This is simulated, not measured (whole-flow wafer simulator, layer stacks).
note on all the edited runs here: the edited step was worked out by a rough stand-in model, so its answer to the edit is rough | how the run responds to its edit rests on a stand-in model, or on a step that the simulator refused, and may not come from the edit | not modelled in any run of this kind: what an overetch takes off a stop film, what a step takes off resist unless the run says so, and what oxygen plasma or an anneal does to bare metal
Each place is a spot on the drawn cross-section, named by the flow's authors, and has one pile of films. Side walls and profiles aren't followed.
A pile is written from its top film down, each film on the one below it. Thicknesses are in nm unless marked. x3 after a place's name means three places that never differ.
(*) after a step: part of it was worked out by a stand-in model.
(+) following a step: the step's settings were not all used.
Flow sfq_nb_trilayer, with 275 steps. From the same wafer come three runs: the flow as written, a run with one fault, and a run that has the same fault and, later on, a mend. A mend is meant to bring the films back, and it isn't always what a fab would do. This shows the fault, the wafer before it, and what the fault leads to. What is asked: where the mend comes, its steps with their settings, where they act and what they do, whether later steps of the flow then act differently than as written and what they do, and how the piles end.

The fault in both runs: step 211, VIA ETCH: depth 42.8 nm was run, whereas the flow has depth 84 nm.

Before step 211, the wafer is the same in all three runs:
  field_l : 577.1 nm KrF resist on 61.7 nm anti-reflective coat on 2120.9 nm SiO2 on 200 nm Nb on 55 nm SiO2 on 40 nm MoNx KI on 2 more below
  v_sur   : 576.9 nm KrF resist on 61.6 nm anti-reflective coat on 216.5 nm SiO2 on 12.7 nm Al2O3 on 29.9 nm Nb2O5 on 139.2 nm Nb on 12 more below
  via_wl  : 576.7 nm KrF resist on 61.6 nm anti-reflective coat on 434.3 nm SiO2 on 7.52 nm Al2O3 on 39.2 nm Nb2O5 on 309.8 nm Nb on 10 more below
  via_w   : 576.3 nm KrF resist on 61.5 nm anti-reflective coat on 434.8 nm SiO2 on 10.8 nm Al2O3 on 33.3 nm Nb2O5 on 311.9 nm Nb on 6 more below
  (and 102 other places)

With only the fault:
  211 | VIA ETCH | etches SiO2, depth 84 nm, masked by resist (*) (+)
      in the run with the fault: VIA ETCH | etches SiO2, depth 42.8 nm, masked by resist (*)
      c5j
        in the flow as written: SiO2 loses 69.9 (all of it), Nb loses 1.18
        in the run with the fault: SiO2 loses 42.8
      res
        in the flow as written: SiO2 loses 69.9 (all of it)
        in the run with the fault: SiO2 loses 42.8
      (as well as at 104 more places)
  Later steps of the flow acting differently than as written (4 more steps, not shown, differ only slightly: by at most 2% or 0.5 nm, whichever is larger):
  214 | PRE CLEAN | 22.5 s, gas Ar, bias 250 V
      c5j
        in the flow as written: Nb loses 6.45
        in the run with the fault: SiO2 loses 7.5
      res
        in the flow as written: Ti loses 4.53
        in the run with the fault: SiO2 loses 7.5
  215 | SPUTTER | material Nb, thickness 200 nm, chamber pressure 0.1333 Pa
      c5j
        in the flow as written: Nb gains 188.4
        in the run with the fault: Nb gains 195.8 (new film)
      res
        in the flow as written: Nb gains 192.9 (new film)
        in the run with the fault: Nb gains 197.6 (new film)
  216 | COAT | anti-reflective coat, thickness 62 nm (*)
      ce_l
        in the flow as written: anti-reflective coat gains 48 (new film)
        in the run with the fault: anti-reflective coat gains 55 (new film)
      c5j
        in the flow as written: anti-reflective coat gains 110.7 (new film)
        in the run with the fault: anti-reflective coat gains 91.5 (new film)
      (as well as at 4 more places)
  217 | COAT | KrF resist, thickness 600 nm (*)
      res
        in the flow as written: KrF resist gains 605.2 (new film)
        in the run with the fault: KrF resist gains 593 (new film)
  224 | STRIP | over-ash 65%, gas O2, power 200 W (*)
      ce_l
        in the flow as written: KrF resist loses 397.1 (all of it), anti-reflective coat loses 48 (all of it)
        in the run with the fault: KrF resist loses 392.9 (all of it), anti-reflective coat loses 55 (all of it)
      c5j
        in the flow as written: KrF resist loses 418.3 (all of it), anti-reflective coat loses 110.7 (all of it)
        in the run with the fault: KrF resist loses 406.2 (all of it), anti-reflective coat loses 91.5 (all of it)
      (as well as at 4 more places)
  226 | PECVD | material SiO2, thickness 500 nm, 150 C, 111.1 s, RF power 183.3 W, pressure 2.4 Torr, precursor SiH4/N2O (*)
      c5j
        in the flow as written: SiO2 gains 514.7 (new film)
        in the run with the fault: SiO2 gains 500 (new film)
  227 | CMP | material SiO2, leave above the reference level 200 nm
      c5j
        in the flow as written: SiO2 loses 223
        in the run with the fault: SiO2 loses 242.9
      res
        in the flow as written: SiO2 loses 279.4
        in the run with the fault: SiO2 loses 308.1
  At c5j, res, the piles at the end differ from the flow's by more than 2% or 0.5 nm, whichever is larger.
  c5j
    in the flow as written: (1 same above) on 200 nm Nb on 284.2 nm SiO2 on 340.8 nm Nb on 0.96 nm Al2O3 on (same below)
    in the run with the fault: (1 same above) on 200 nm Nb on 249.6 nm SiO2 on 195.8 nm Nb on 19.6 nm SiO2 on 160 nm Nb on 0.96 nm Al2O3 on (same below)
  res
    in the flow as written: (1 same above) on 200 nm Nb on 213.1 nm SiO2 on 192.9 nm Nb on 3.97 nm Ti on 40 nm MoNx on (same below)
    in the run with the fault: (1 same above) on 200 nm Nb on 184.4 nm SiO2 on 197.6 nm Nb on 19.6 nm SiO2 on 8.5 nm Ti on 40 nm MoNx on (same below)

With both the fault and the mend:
  The mend stands after step 212.
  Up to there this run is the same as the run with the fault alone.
  212a | COAT | anti-reflective coat, thickness 62 nm (*) (a further turn of the flow's step 204)
      field_r, ln_m5, lsp_m and 64 more
        anti-reflective coat gains 62 (new film)
      ln_m6, lsp_r, l0_sur, l0v, wl_a_sl, wl_a_m6, wl_a_sr, wl_g_sr
        anti-reflective coat gains 61.9 (new film)
      field_l, v_sur
        anti-reflective coat gains 61.6 (new film)
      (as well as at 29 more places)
  212b | COAT | KrF resist, thickness 650 nm (*) (a further turn of the flow's step 205)
      l0v, p4_fl x3, p4_w1 x9 and 35 more
        KrF resist gains 650 (new film)
      wl_b_m5, wl_b_sr, wl_c_sl and 12 more
        KrF resist gains 649.9 (new film)
      lsp_r, wl_j_sl, wl_j_sr
        KrF resist gains 650.2 (new film)
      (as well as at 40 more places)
  212c | SOFTBAKE | KrF resist (a further turn of the flow's step 206)
      leaves every film unchanged at each place that is followed
  212d | EXPOSE | photomask C5, dose 11.94 mJ/cm2, NA 0.6, wavelength 248 nm (*) (a further turn of the flow's step 207)
      leaves every film unchanged at each place that is followed
  212e | PEB | KrF resist, 90 s (a further turn of the flow's step 208)
      field_l, sp_r, moat and 79 more
        KrF resist loses 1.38
      v_sur, via_wl, via_w, via_wr, via_sp, be_sur, jj_sur
        KrF resist loses 1.37
      via_v, wire, res
        KrF resist loses 1.36
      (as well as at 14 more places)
  212f | DEVELOP | KrF resist, thickness 650 nm, 60 s (a further turn of the flow's step 209)
      field_l, v_sur, via_wl and 101 more
        KrF resist loses 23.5
      c5j
        KrF resist loses 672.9 (all of it)
      res
        KrF resist loses 640.5 (all of it)
  212g | VIA ETCH | etches anti-reflective coat, depth 125 nm, masked by resist (*) (+) (a further turn of the flow's step 210)
      field_l, v_sur, via_wl and 101 more
        KrF resist loses 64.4
      c5j
        anti-reflective coat loses 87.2 (all of it), SiO2 loses 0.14
      res
        anti-reflective coat loses 77.3 (all of it), SiO2 loses 0.19
  212h | VIA ETCH | etches SiO2, depth 41.2 nm, masked by resist (*) (+) (a further turn of the flow's step 211, with different settings)
      field_l, v_sur, via_wl and 101 more
        KrF resist loses 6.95
      c5j
        SiO2 loses 27 (all of it), Nb loses 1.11
      res
        SiO2 loses 26.9 (all of it)
  212i | STRIP | over-ash 65%, gas O2, power 200 W (*) (a further turn of the flow's step 212)
      p4_fl x3, p4_w1 x9, p4_g1 x2 and 33 more
        KrF resist loses 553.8 (all of it), anti-reflective coat loses 62 (all of it)
      wl_b_sr, wl_c_sl, wl_c_m6 and 10 more
        KrF resist loses 553.7 (all of it), anti-reflective coat loses 62 (all of it)
      wl_b_sl, wl_b_m5, wl_g_sl, wl_g_m5
        KrF resist loses 553.6 (all of it), anti-reflective coat loses 62 (all of it)
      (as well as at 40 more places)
  Later steps of the flow that are run all act as written at every place that is followed, up to a difference of at most 2% or 0.5 nm, whichever is larger.
  At the end the piles are close to the flow's at the places that both follow, differing by at most 2% or 0.5 nm, whichever is larger.
